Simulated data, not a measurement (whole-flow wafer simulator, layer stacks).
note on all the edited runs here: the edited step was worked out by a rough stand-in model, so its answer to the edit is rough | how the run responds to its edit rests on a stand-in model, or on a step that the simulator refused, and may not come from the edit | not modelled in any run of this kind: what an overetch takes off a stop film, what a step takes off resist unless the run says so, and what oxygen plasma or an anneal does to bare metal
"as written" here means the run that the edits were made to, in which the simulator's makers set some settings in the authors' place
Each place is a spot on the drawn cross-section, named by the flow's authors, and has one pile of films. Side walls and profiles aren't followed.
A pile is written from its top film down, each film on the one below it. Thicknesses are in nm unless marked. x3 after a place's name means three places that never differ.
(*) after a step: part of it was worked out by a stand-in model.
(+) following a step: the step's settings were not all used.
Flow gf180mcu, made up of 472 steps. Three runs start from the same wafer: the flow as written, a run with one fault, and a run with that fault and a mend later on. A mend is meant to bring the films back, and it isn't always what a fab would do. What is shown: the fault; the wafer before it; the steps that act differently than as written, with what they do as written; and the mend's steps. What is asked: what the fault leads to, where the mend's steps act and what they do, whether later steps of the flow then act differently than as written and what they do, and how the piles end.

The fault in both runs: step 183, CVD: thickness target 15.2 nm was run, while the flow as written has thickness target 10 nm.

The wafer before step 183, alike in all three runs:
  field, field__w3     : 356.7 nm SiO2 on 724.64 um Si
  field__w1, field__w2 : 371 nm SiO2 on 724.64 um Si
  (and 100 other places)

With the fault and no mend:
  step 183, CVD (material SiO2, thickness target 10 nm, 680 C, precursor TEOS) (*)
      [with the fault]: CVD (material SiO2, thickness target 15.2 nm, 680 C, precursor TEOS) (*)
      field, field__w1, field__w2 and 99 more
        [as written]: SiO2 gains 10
        [with the fault]: SiO2 gains 15.2
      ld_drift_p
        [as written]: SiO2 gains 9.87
        [with the fault]: SiO2 gains 15
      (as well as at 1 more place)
  Later steps of the flow acting differently than as written (21 other steps are not shown; they differ only slightly, by no more than 2% or 0.5 nm, whichever is larger):
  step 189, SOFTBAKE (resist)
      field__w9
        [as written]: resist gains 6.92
        [with the fault]: resist loses 3.06
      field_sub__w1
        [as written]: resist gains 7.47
        [with the fault]: resist gains 9.76
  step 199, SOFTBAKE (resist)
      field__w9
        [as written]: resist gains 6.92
        [with the fault]: resist loses 3.06
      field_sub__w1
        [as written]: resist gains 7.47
        [with the fault]: resist gains 9.76
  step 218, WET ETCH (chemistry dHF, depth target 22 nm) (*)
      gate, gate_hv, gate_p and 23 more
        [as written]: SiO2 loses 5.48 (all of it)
        [with the fault]: SiO2 loses 10.7 (all of it)
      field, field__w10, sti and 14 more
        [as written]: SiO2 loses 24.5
        [with the fault]: SiO2 loses 25.3
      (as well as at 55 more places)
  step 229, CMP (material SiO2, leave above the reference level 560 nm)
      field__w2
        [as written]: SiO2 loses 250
        [with the fault]: SiO2 loses 255.5
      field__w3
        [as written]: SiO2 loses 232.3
        [with the fault]: SiO2 loses 237.7
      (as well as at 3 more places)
  At spacer, the piles at the end differ from the flow's by more than 2% or 0.5 nm, whichever is larger.
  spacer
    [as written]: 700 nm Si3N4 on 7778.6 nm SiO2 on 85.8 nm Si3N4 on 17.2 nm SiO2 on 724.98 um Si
    [with the fault]: 700 nm Si3N4 on 7773.4 nm SiO2 on 85.8 nm Si3N4 on 22.4 nm SiO2 on 724.98 um Si

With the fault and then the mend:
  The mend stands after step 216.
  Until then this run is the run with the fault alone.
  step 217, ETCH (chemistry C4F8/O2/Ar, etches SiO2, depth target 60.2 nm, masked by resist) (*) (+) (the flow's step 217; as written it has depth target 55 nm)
      field, field__w1, field__w2 and 96 more
        SiO2 loses 60.2
      field__w5, field__w9, field__w13 and 8 more
        resist loses 12
      spacer
        SiO2 loses 50 (all of it), Si3N4 loses 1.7
  Later steps of the flow acting differently than as written (9 other steps are not shown; they differ only slightly, by no more than 2% or 0.5 nm, whichever is larger):
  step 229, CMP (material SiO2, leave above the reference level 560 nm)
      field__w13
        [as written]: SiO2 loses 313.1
        [with the mend]: SiO2 loses 319.8
  At spacer, the piles at the end differ from the flow's by more than 2% or 0.5 nm, whichever is larger.
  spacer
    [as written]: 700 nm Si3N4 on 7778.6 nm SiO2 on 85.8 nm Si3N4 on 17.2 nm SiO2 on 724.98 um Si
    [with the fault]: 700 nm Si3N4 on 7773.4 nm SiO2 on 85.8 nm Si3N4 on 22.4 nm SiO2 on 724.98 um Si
    [with the mend]: 700 nm Si3N4 on 7774.2 nm SiO2 on 85 nm Si3N4 on 22.4 nm SiO2 on 724.98 um Si
